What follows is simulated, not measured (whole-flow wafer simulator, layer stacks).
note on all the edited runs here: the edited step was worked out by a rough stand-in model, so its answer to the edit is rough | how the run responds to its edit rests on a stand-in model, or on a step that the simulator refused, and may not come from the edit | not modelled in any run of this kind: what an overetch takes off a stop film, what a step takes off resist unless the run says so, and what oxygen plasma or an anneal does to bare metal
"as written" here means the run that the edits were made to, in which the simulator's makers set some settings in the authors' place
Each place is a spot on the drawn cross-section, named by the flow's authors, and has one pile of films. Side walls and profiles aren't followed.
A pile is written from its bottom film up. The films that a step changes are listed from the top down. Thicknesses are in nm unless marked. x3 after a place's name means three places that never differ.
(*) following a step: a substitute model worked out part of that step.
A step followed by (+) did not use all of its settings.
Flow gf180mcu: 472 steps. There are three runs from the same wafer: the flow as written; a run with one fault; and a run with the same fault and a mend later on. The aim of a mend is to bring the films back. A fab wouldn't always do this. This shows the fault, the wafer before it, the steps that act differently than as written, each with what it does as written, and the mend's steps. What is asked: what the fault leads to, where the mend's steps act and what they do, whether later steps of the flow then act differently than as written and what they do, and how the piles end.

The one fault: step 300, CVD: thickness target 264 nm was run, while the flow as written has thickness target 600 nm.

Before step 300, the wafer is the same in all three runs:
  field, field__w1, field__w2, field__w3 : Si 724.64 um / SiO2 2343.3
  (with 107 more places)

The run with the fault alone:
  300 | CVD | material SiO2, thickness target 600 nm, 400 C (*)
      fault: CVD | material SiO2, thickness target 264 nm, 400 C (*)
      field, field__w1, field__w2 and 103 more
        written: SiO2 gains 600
        fault: SiO2 gains 264
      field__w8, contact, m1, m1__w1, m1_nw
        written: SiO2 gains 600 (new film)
        fault: SiO2 gains 264 (new film)
  Later steps of the flow acting differently than as written (10 more steps, not shown, differ only slightly: by at most 2% or 0.5 nm, whichever is larger):
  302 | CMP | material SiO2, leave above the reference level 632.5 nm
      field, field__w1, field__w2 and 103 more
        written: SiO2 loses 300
        fault: nothing
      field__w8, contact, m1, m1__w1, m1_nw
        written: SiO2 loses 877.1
        fault: SiO2 loses 541.1
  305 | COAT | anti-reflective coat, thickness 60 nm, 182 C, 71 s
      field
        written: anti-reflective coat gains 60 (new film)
        fault: anti-reflective coat gains 74.3 (new film)
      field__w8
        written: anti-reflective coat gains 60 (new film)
        fault: anti-reflective coat gains 39.5 (new film)
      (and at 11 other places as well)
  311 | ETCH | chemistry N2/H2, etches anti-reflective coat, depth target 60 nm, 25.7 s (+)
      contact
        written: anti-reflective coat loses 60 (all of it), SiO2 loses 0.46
        fault: anti-reflective coat loses 40.3 (all of it), SiO2 loses 0.97
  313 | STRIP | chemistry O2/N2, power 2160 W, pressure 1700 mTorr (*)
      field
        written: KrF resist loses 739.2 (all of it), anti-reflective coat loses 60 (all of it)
        fault: KrF resist loses 732 (all of it), anti-reflective coat loses 74.3 (all of it)
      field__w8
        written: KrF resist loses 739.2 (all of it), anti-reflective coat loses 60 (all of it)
        fault: KrF resist loses 735.8 (all of it), anti-reflective coat loses 39.5 (all of it)
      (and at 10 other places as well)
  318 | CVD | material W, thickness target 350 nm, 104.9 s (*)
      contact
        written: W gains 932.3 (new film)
        fault: W gains 895.9 (new film)
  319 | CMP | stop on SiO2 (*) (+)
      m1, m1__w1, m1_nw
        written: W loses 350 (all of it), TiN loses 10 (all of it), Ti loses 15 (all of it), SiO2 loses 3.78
        fault: W loses 350 (all of it), TiN loses 10 (all of it), Ti loses 15 (all of it), SiO2 loses 5.21
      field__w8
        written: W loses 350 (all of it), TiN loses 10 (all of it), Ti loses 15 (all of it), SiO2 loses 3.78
        fault: W loses 350 (all of it), TiN loses 10 (all of it), Ti loses 15 (all of it), SiO2 loses 5.22
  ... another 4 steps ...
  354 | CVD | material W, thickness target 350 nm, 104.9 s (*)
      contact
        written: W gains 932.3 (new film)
        fault: W gains 967.2 (new film)
  The piles end different from the flow's at contact by more than 2% or 0.5 nm, whichever is larger.
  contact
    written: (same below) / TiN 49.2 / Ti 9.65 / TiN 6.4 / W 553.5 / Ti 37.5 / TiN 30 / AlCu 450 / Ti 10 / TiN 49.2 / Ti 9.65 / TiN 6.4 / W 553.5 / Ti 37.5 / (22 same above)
    fault: (same below) / TiN 49.2 / Ti 9.86 / TiN 6.54 / W 517.1 / Ti 37.5 / TiN 30 / AlCu 450 / Ti 10 / TiN 49.2 / Ti 9.46 / TiN 6.28 / W 588.4 / Ti 37.5 / (22 same above)

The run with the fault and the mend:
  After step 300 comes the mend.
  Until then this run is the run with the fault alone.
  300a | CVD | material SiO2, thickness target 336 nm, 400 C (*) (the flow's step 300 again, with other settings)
      field, field__w1, field__w2 and 108 more
        SiO2 gains 336
  None of the later steps of the flow acts differently than as written at any place that is followed.
  The piles end the same as the flow's at every place that both follow.
